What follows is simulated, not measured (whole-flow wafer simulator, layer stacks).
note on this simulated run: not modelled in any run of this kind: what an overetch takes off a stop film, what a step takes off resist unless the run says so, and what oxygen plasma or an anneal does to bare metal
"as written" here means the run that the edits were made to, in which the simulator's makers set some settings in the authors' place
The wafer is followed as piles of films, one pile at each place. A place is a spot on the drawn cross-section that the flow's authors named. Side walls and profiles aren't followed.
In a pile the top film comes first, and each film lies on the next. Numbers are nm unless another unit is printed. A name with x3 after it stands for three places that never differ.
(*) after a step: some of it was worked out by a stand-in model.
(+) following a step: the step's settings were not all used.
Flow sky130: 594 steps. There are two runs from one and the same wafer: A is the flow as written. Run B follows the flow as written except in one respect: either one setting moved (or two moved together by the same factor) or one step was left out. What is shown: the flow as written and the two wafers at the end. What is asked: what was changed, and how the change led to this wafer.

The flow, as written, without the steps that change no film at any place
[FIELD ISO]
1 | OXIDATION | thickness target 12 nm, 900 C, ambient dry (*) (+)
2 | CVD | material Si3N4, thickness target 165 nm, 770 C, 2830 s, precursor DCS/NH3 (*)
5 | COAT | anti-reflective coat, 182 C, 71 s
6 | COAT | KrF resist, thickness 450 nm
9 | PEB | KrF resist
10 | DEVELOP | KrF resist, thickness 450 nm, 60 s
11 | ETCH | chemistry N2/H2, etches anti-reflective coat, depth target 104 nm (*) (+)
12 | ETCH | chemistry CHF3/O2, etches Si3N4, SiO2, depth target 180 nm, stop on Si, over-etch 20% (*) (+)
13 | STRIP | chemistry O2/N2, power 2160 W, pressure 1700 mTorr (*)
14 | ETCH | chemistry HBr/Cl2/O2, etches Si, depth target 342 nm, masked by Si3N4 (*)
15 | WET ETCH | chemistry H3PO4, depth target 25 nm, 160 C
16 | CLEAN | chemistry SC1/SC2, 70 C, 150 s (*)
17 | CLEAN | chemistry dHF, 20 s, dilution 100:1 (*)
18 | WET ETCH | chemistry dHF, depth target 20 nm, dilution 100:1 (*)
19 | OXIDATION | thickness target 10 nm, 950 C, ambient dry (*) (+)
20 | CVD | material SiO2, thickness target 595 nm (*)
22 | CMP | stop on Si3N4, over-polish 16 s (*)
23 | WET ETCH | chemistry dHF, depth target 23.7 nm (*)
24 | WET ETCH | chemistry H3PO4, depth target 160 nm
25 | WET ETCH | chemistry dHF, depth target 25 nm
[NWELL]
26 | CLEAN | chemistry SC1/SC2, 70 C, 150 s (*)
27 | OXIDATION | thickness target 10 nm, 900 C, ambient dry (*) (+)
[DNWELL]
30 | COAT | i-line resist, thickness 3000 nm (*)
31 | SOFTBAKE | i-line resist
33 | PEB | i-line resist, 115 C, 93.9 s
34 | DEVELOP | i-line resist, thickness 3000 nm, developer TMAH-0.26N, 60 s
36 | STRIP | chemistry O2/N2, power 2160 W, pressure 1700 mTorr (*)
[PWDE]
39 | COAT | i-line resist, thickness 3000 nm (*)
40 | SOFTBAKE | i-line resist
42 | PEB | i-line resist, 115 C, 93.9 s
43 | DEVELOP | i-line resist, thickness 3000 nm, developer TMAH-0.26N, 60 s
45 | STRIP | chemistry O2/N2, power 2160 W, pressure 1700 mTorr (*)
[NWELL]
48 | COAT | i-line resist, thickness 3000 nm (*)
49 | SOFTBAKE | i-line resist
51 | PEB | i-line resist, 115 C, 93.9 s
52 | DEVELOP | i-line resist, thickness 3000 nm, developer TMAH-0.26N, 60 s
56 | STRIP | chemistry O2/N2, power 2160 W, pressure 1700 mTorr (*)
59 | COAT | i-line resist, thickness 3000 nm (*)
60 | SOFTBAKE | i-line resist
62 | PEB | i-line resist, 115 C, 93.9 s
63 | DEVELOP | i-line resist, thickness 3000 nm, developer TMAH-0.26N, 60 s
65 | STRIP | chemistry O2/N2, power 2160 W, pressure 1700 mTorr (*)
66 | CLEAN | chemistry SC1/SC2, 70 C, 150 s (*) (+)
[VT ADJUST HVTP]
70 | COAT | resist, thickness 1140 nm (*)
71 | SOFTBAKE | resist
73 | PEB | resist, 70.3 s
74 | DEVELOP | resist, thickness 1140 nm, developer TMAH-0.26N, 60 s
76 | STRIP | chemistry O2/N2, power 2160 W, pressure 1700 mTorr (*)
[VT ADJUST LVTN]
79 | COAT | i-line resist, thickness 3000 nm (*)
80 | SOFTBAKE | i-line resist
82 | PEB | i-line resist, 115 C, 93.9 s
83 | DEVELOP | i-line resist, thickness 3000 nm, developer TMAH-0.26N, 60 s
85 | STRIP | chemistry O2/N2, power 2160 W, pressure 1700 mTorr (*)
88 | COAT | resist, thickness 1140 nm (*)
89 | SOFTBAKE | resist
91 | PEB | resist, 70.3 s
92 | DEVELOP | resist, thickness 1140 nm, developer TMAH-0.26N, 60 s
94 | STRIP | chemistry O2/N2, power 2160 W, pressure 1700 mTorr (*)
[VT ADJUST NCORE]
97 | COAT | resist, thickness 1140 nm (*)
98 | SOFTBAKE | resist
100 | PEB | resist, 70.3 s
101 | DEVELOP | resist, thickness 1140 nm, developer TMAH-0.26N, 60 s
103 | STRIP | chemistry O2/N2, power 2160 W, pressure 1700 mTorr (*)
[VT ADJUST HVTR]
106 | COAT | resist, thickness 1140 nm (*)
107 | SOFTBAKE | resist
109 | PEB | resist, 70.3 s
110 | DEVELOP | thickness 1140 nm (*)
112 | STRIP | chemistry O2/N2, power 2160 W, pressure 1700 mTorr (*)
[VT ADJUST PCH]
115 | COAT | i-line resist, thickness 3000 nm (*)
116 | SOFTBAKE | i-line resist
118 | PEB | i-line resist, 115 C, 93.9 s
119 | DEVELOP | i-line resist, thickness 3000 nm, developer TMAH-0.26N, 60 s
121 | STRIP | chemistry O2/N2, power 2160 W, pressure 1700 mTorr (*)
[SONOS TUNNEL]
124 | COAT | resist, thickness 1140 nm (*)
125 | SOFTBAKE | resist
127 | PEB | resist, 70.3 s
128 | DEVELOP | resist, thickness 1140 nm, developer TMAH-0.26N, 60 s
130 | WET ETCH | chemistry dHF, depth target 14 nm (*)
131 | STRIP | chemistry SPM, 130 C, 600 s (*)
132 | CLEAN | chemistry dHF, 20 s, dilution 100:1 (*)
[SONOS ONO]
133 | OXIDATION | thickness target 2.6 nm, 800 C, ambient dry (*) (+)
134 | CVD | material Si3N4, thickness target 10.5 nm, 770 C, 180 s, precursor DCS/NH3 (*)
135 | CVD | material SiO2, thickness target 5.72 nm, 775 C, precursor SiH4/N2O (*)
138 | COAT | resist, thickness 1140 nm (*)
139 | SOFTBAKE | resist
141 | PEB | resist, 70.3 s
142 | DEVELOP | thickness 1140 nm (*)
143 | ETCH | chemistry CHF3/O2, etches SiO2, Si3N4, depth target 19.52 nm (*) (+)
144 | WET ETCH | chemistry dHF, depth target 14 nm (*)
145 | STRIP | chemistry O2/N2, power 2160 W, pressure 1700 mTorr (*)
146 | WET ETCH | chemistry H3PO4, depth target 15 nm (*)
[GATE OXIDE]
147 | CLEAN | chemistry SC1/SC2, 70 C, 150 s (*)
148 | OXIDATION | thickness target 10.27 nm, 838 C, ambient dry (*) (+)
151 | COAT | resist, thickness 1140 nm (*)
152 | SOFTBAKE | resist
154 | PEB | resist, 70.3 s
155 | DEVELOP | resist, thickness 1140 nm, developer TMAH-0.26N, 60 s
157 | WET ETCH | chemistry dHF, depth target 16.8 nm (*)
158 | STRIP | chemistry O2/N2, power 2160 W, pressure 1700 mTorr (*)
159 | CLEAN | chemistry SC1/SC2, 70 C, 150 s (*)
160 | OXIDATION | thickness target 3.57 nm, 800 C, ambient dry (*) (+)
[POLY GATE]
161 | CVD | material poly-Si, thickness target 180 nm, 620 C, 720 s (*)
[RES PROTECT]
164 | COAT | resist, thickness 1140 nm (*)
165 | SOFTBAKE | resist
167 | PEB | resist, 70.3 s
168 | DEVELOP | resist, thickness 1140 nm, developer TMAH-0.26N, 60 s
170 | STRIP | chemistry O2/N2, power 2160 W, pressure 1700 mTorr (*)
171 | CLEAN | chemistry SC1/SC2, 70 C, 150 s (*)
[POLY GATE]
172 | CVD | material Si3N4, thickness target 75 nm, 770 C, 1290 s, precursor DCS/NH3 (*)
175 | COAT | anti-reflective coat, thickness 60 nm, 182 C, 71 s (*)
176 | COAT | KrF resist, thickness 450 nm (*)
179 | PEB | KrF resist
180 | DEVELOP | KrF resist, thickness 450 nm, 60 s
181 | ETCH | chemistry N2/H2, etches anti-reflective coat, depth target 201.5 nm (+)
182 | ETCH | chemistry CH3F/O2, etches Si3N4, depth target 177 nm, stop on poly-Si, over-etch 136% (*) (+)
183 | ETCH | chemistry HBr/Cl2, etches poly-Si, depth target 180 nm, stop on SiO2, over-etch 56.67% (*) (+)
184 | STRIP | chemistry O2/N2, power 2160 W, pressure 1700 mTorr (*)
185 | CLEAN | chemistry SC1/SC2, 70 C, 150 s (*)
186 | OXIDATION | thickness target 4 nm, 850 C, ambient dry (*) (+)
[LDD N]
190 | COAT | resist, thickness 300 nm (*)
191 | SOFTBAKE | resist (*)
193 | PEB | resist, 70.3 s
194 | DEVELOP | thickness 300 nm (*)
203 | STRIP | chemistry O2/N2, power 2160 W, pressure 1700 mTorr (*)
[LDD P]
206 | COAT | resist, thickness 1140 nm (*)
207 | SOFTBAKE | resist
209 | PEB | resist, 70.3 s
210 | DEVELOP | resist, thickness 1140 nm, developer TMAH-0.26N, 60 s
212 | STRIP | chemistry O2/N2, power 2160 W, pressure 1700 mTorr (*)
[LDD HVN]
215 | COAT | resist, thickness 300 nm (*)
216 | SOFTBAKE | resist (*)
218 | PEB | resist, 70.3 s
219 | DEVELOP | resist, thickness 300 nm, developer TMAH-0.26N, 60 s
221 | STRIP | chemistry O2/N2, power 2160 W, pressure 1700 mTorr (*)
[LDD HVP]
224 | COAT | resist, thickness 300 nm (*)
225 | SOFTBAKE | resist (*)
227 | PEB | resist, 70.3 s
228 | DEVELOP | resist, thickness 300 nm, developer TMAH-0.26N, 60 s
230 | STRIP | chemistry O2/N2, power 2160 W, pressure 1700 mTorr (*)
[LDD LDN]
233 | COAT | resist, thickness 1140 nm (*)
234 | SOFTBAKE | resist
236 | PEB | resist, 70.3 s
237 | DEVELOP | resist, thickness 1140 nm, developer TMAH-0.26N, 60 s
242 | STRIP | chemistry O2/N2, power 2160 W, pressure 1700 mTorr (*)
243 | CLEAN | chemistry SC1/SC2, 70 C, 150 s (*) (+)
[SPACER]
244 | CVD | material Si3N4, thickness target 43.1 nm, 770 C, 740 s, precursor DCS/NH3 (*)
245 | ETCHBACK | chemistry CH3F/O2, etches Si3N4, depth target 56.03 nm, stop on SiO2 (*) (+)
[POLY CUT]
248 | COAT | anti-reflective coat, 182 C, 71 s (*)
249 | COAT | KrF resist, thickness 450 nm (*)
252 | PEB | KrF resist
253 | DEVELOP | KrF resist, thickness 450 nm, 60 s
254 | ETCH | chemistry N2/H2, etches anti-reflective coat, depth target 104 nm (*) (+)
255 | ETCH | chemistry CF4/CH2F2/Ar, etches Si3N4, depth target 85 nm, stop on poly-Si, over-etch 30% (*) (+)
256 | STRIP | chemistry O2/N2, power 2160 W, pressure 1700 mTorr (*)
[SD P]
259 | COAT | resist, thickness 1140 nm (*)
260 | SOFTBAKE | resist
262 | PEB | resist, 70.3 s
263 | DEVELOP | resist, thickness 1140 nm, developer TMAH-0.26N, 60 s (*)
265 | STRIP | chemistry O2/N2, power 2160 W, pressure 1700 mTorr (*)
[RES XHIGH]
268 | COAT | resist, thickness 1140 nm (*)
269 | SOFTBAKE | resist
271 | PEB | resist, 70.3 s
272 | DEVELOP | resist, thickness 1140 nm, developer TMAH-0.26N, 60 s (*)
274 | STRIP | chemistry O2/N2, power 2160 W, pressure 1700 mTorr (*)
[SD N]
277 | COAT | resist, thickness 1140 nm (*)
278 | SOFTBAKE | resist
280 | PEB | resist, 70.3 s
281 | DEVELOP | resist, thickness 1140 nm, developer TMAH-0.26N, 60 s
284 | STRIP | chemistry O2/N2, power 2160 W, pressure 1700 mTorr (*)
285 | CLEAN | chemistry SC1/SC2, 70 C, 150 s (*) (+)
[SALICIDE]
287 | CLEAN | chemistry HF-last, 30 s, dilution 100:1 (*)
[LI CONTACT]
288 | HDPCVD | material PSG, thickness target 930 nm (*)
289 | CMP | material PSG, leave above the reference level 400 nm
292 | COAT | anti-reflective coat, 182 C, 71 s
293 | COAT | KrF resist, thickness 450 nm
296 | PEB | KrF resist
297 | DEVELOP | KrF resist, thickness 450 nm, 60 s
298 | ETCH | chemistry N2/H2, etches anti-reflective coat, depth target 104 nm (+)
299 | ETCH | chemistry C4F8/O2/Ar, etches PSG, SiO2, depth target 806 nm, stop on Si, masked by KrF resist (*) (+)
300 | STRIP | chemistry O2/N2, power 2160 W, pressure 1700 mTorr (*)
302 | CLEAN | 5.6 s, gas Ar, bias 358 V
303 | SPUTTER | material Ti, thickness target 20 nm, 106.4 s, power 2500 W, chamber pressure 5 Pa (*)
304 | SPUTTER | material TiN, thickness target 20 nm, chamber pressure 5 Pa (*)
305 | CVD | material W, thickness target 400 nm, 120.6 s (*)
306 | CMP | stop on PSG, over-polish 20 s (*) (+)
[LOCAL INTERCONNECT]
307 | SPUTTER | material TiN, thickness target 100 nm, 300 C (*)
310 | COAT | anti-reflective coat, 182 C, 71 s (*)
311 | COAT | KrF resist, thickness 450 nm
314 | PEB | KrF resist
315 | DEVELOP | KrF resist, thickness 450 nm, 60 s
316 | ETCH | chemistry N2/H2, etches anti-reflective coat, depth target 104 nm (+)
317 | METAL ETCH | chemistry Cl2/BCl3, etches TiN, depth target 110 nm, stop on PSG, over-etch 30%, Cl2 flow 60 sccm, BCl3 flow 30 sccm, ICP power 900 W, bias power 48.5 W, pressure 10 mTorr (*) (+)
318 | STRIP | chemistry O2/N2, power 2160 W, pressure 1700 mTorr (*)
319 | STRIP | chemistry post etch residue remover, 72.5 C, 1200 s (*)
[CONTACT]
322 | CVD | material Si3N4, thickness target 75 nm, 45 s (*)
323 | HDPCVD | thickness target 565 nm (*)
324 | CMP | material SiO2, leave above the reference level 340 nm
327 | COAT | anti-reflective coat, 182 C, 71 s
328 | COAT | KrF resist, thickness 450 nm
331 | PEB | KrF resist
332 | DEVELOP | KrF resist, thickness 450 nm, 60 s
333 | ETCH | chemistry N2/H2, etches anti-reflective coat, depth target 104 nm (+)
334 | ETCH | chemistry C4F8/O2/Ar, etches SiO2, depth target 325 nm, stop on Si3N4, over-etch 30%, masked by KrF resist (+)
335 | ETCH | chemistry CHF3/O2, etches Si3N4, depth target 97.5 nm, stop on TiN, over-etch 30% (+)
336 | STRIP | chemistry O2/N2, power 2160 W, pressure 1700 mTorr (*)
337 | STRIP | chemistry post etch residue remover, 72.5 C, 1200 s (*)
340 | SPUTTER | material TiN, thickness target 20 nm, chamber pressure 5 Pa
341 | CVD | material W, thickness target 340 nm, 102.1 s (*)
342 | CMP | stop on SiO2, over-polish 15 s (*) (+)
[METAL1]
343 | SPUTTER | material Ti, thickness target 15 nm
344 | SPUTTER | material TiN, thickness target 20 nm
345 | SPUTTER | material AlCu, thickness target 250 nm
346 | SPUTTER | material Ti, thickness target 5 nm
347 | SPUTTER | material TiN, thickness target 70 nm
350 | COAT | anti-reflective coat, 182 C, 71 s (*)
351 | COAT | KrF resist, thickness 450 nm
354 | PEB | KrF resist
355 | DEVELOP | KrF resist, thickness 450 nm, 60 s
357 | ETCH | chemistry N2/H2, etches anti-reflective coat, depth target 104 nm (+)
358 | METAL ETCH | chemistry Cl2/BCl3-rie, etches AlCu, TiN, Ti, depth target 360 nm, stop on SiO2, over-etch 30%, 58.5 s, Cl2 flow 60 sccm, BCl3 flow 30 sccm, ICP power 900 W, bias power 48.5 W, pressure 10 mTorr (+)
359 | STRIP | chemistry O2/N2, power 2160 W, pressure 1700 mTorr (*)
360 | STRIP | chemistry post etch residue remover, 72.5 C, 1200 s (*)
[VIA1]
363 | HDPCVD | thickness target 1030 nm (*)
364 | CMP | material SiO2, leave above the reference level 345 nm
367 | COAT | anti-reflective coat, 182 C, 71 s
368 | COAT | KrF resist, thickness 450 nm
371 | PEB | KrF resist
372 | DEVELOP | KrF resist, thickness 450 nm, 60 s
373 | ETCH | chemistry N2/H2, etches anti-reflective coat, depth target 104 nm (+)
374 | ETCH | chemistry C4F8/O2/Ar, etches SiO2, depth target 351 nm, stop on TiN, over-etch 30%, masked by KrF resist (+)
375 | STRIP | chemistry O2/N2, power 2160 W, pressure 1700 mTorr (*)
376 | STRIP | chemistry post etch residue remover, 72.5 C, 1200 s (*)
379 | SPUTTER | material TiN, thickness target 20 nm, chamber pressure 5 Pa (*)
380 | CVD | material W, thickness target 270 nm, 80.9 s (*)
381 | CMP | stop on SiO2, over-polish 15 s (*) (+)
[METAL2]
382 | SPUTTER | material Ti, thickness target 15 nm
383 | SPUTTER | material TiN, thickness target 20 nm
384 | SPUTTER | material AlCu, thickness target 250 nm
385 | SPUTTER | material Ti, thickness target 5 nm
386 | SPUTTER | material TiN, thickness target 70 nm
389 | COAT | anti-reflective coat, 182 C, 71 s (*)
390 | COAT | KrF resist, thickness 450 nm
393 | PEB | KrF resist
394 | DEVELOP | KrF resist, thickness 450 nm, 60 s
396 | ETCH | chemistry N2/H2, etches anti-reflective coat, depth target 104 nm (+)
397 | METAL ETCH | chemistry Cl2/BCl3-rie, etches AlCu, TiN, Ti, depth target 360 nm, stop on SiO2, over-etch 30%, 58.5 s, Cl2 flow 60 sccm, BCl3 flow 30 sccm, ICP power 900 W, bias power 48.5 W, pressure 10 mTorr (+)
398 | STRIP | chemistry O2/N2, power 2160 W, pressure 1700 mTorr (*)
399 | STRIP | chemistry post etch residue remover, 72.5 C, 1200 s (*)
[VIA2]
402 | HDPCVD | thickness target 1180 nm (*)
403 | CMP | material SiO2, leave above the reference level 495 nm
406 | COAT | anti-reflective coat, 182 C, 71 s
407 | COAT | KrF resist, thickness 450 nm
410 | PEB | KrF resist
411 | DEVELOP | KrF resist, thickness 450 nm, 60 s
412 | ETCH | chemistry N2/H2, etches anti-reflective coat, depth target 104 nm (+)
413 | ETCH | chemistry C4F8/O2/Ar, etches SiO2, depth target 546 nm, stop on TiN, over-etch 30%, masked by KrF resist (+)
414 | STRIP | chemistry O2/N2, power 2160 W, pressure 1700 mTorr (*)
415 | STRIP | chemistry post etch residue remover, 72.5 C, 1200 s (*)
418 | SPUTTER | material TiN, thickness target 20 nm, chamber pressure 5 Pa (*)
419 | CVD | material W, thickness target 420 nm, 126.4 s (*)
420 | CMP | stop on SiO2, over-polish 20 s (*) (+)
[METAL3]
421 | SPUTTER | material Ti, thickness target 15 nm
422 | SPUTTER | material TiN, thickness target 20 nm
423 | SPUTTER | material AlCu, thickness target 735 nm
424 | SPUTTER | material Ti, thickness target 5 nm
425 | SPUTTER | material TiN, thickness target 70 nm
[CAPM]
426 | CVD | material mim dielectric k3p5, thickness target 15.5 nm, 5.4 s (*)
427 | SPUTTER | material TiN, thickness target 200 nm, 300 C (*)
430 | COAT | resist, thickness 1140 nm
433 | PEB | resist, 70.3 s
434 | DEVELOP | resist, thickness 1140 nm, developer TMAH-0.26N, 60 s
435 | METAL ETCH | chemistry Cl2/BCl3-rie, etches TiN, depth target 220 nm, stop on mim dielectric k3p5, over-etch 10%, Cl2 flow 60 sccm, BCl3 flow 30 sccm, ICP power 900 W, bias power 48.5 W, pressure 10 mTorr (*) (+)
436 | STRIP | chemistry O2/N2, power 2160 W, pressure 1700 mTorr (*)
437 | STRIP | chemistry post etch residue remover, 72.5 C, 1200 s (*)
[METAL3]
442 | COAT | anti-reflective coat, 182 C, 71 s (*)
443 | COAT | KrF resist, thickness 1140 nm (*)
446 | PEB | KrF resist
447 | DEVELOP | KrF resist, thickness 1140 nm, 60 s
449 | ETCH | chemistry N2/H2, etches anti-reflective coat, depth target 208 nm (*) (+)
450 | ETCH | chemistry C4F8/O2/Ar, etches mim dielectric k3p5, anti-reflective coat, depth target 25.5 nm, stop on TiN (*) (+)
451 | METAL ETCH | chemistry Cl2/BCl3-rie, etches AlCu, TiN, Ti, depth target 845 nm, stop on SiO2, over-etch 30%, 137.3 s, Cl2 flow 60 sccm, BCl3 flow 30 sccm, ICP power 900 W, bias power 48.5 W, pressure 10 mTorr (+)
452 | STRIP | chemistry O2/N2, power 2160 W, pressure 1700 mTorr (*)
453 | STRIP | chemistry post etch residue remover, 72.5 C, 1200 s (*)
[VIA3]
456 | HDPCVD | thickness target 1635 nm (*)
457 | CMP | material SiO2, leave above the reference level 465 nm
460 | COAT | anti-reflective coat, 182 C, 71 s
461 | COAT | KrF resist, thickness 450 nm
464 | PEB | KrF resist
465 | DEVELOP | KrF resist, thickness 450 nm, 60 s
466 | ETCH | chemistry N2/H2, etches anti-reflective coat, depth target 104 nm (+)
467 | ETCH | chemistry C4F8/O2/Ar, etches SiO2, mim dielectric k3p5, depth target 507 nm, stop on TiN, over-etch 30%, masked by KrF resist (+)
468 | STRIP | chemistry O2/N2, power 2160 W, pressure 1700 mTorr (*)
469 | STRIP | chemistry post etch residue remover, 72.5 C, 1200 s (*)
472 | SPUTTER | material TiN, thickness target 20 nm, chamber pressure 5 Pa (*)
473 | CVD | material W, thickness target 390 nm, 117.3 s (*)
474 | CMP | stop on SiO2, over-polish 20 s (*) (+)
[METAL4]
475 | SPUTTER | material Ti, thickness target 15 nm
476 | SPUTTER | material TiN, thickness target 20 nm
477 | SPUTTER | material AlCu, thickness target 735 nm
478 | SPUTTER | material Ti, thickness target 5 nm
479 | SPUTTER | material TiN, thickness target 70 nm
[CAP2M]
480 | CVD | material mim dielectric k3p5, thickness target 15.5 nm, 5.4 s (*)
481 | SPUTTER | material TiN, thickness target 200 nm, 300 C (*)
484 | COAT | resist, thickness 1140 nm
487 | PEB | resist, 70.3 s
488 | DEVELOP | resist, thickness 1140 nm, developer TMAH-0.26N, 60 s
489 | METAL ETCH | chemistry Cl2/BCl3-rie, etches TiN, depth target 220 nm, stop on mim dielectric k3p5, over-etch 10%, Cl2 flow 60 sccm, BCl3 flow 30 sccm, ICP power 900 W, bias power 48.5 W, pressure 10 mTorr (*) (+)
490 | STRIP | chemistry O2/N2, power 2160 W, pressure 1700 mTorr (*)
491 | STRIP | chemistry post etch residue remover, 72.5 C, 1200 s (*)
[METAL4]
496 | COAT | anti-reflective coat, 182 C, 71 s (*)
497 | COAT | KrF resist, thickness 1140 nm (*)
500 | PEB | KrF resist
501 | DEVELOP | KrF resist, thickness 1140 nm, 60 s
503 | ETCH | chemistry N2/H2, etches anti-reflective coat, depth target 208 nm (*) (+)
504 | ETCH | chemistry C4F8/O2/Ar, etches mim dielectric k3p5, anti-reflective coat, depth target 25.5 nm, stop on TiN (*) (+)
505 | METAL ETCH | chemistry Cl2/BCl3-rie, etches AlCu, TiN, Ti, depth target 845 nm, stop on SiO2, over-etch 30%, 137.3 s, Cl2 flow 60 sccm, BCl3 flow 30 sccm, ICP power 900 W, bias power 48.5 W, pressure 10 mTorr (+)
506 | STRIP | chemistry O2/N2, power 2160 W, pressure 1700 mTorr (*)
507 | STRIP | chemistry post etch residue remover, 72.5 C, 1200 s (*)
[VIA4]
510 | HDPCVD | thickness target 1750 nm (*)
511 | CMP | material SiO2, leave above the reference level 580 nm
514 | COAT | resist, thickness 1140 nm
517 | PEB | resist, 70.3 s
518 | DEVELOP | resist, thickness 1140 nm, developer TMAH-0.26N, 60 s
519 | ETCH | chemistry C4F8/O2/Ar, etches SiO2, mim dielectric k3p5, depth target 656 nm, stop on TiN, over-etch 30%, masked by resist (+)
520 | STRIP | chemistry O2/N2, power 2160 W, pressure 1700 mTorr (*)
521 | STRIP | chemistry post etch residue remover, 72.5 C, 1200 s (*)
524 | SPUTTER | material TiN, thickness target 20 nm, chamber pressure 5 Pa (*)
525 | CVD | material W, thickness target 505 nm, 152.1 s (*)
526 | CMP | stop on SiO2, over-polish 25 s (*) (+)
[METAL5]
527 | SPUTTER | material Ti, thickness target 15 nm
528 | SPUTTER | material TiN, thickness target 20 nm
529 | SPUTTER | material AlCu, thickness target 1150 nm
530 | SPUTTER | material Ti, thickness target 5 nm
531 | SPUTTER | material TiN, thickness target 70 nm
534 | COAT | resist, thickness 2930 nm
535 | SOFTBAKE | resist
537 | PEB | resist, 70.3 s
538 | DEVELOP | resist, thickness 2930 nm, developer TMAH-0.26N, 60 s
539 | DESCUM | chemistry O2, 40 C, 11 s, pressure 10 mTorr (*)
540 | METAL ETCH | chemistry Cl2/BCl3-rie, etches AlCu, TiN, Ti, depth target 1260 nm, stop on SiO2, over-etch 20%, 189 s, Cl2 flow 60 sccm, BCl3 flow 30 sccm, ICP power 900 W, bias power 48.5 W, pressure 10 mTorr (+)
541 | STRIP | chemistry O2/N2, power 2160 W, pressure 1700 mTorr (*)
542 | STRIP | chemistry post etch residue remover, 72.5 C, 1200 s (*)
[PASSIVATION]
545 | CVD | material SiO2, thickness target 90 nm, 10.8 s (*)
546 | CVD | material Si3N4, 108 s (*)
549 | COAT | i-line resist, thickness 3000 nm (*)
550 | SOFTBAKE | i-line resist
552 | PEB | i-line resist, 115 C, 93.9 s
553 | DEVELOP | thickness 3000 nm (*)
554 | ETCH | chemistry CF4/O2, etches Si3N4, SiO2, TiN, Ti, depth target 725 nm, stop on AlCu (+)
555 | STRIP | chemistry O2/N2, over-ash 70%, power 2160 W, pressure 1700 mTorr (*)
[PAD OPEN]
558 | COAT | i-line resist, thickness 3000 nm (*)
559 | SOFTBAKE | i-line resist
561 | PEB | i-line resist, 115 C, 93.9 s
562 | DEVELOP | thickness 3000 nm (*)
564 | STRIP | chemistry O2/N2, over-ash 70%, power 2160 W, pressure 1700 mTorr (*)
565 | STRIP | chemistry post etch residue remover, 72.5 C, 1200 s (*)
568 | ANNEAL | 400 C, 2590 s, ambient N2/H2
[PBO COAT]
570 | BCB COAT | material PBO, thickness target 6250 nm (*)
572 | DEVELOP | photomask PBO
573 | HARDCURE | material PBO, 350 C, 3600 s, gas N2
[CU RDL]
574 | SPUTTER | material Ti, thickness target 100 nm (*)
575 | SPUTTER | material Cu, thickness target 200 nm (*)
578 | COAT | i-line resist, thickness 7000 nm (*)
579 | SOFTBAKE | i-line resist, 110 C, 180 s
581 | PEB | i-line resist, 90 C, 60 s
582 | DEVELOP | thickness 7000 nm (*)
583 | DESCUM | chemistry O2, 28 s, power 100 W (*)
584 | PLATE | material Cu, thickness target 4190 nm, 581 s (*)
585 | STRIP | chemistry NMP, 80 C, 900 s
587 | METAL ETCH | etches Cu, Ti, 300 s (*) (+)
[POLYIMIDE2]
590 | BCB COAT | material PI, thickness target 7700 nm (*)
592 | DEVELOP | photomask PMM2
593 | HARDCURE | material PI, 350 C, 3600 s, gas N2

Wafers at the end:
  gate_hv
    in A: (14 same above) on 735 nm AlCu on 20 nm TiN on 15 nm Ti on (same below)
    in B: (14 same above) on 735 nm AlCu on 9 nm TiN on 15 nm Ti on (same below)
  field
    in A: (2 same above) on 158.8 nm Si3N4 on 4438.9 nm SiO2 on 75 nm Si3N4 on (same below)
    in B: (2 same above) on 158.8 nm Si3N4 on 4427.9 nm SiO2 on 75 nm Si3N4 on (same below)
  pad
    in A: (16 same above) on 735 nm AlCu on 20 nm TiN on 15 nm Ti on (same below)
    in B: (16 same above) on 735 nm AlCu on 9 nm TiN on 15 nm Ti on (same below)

What caused this: step 422, SPUTTER: thickness target 9 nm was run, though the flow has thickness target 20 nm.
The wafer lets one read it off: gate_hv has TiN 9, and step 422 as written asks for 20 nm.

The path from the change to this, step by step:
  422 | SPUTTER | material TiN, thickness target 20 nm
      field, active, n_well and 188 more: A TiN gains 20 (new film) | B TiN gains 9 (new film)
  451 | METAL ETCH | chemistry Cl2/BCl3-rie, etches AlCu, TiN, Ti, depth target 845 nm, stop on SiO2, over-etch 30%, 137.3 s, Cl2 flow 60 sccm, BCl3 flow 30 sccm, ICP power 900 W, bias power 48.5 W, pressure 10 mTorr (+)
      field, gate, spacer and 66 more: A TiN loses 70 (all of it), Ti loses 5 (all of it), AlCu loses 735 (all of it), TiN loses 20 (all of it), Ti loses 15 (all of it), SiO2 loses 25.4 | B TiN loses 70 (all of it), Ti loses 5 (all of it), AlCu loses 735 (all of it), TiN loses 9 (all of it), Ti loses 15 (all of it), SiO2 loses 26.5
      vpp_ln, vpp_iso2, ndiff_ln and 8 more: A TiN loses 70 (all of it), Ti loses 5 (all of it), AlCu loses 735 (all of it), TiN loses 20 (all of it), Ti loses 15 (all of it), SiO2 loses 25.3 | B TiN loses 70 (all of it), Ti loses 5 (all of it), AlCu loses 735 (all of it), TiN loses 9 (all of it), Ti loses 15 (all of it), SiO2 loses 26.4
      (and at 5 other places as well)
  457 | CMP | material SiO2, leave above the reference level 465 nm
      field, gate, spacer and 61 more: A SiO2 loses 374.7 | B SiO2 loses 384.6
      active, vpp_ln, vpp_iso1 and 18 more: A SiO2 loses 374.7 | B SiO2 loses 384.5
